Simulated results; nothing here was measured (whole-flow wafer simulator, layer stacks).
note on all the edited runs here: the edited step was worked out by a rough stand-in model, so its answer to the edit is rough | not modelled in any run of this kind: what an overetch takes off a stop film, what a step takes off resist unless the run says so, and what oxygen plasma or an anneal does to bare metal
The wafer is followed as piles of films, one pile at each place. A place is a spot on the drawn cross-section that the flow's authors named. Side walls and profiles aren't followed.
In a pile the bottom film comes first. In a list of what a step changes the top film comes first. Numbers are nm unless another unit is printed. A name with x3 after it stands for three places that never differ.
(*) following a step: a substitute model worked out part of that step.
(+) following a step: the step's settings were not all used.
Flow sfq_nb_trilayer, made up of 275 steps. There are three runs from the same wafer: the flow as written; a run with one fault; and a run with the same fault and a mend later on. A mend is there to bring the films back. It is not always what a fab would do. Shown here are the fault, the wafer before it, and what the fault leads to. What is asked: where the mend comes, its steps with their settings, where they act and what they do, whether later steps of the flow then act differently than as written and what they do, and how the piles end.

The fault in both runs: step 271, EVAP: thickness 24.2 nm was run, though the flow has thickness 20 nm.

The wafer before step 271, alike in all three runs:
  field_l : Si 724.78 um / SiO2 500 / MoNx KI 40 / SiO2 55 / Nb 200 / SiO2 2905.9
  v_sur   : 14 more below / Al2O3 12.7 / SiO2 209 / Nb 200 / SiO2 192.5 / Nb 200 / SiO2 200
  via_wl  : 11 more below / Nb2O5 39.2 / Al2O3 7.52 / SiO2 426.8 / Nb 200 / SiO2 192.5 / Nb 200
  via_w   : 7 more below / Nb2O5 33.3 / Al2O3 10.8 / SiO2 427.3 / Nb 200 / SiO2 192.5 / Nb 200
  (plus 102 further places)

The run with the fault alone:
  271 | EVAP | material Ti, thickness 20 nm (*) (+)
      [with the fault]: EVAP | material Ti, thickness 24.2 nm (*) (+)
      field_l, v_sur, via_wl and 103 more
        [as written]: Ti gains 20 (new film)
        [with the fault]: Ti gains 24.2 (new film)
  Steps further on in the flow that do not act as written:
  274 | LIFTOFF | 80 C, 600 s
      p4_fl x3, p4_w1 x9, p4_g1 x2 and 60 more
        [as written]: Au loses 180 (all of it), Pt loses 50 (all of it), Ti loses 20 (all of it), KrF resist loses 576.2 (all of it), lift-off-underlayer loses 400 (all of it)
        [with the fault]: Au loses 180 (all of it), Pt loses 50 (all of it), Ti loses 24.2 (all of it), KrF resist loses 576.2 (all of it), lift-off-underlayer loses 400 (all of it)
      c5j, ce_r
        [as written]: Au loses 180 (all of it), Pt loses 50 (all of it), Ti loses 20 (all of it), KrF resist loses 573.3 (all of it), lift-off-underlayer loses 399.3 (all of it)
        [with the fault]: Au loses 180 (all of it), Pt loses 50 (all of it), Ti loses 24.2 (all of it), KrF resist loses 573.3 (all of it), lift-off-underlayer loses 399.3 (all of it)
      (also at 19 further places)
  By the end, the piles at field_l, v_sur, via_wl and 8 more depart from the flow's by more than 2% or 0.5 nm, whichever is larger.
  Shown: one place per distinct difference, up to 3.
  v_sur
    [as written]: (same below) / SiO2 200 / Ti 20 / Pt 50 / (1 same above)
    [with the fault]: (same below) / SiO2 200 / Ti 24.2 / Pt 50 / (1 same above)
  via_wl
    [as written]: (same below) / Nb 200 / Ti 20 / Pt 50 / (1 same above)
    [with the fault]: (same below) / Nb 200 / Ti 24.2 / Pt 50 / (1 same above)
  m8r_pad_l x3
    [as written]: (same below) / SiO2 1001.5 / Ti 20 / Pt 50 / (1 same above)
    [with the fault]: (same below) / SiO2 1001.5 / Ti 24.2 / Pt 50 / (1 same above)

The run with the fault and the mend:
  After step 271 comes the mend.
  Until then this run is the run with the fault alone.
  271a | METAL ETCH | etches Ti, MoNx, depth 4.2 nm (a further turn of the flow's step 190, with different settings)
      field_l, v_sur, via_wl and 103 more
        Ti loses 4.2
  None of the later steps of the flow acts differently than as written at any place that is followed.
  By the end, the piles equal the flow's at every place that both follow.
